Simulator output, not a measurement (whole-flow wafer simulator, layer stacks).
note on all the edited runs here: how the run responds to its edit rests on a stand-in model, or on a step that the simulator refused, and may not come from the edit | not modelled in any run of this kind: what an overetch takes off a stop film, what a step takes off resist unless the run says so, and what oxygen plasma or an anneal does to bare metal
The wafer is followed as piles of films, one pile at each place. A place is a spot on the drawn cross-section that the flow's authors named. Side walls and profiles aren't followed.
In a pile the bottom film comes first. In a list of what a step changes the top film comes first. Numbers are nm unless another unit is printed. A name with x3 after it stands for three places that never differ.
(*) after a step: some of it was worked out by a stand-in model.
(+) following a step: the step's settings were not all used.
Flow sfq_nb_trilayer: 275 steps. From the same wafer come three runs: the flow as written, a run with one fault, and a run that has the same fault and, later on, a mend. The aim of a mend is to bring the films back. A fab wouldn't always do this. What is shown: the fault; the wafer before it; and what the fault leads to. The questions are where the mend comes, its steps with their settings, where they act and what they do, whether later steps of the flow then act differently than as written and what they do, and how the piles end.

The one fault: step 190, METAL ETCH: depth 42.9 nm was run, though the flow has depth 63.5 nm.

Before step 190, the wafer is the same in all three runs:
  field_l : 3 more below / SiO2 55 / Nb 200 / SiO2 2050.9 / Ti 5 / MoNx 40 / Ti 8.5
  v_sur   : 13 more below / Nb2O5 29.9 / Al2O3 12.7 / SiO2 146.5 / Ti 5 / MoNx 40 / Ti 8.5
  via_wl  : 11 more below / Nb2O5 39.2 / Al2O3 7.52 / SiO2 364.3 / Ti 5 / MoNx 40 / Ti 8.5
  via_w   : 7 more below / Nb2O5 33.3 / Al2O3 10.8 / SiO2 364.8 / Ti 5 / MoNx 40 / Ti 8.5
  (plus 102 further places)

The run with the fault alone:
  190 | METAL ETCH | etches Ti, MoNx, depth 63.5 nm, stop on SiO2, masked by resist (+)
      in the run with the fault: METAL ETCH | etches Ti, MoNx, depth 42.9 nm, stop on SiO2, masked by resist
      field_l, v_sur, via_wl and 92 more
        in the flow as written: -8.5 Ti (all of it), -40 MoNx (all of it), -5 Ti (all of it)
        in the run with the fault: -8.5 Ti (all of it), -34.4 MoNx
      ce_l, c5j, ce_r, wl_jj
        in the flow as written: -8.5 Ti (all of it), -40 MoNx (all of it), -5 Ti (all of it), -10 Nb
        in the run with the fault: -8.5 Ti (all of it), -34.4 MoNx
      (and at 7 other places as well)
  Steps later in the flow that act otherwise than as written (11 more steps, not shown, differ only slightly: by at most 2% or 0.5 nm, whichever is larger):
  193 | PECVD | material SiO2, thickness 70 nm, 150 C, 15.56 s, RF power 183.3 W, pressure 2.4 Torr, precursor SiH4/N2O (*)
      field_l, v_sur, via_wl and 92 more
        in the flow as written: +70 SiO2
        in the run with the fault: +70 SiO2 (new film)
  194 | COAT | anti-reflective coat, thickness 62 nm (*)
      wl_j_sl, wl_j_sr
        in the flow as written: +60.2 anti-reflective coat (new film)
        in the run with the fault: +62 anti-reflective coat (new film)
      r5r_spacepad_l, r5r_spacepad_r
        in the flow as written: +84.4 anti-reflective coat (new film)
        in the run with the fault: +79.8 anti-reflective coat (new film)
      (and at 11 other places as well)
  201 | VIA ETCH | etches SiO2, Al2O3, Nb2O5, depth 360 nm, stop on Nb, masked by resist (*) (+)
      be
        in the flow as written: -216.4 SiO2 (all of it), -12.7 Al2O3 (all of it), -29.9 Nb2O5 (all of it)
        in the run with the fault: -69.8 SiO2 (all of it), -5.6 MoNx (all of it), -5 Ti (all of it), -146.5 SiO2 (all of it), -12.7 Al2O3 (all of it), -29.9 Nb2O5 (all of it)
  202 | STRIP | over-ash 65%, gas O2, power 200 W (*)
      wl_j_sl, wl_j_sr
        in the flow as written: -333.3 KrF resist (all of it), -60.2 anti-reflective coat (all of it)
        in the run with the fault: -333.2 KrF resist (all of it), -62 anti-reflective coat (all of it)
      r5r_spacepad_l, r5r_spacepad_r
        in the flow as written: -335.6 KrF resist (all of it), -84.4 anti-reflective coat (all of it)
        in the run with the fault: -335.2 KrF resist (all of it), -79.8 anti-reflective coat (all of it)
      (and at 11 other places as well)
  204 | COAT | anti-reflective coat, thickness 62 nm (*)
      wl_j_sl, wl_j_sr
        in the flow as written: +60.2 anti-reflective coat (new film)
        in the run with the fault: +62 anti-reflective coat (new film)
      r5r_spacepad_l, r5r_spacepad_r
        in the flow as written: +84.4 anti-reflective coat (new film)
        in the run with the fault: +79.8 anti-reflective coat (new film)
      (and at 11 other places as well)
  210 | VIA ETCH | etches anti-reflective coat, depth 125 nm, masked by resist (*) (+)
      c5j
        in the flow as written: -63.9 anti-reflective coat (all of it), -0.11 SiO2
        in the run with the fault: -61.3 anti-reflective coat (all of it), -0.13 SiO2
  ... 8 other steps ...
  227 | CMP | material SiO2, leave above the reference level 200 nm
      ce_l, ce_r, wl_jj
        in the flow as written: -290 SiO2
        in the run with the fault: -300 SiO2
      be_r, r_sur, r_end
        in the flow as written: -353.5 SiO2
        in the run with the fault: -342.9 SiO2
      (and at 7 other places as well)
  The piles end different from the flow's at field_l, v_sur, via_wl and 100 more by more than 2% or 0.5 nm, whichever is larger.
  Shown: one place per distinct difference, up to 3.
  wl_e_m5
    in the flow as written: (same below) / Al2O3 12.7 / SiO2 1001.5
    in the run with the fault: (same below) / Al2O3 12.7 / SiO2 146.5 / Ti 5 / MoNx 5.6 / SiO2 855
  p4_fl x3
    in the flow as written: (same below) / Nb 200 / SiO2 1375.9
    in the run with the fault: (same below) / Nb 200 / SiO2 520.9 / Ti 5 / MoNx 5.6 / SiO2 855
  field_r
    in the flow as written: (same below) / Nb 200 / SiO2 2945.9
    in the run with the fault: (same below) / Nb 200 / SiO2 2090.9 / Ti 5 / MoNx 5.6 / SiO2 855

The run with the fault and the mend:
  The mend follows step 191.
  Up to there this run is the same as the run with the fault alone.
  191a | COAT | anti-reflective coat, thickness 62 nm (*) (the flow's step 183, run once more)
      p4_fl x3, p4_w1 x9, p4_g1 x2 and 57 more
        +62 anti-reflective coat (new film)
      field_l, v_sur, via_wl and 6 more
        +62.2 anti-reflective coat (new film)
      wire, be, lsp_m, ln_m6, lsp_r
        +62.3 anti-reflective coat (new film)
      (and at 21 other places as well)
  191b | COAT | KrF resist, thickness 600 nm (*) (the flow's step 184, run once more)
      p4_fl x3, p4_w1 x9, p4_g1 x2 and 57 more
        +600 KrF resist (new film)
      field_l, v_sur, via_wl, via_w
        +600.5 KrF resist (new film)
      via_wr, via_sp, l0v
        +600.6 KrF resist (new film)
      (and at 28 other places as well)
  191c | SOFTBAKE | KrF resist (the flow's step 185, run once more)
      alters no film at any place that is followed
  191d | EXPOSE | photomask R5, dose 12.12 mJ/cm2, NA 0.6, wavelength 248 nm (*) (the flow's step 186, run once more)
      alters no film at any place that is followed
  191e | PEB | KrF resist, 90 s (the flow's step 187, run once more)
      field_l, v_sur, via_wl and 76 more
        -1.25 KrF resist
      via_v, wire, be and 14 more
        -1.26 KrF resist
      c5j, ce_r, r5r_space_c
        -1.27 KrF resist
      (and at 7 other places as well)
  191f | DEVELOP | KrF resist, thickness 600 nm, 60 s (the flow's step 188, run once more)
      p4_fl x3, p4_w1 x9, p4_g1 x2 and 57 more
        -598.7 KrF resist (all of it)
      be_r, r_sur, res, r_end, r5r_line_l, r5r_line_c, r5r_line_r
        -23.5 KrF resist
      via_wl, via_w, via_wr
        -599.3 KrF resist (all of it)
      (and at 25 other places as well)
  191g | METAL ETCH | etches anti-reflective coat, depth 125 nm, masked by resist (*) (+) (the flow's step 189, run once more)
      p4_fl x3, p4_w1 x9, p4_g1 x2 and 57 more
        -62 anti-reflective coat (all of it)
      field_l, v_sur, via_wl and 6 more
        -62.2 anti-reflective coat (all of it)
      be_r, r_sur, res, r_end, r5r_line_l, r5r_line_c, r5r_line_r
        -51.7 KrF resist
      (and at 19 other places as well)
  191h | METAL ETCH | etches Ti, MoNx, depth 20.6 nm, stop on SiO2, masked by resist (+) (the flow's step 190, run once more with other settings)
      field_l, v_sur, via_wl and 92 more
        -5.6 MoNx (all of it), -5 Ti (all of it)
      be_r, r_sur, res, r_end, r5r_line_l, r5r_line_c, r5r_line_r
        -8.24 KrF resist
      ce_l, c5j, ce_r, wl_jj
        -5.6 MoNx (all of it), -5 Ti (all of it), -10 Nb
  191i | STRIP | over-ash 65%, gas O2, power 200 W (*) (the flow's step 191, run once more)
      r5r_line_l, r5r_line_c, r5r_line_r
        -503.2 KrF resist (all of it), -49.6 anti-reflective coat (all of it)
      be_r
        -497.6 KrF resist (all of it), -54.8 anti-reflective coat (all of it)
      r_sur
        -497.5 KrF resist (all of it), -58.2 anti-reflective coat (all of it)
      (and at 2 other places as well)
  None of the later steps of the flow acts differently than as written at any place that is followed.
  At every place that both follow, the piles at the end match the flow's.
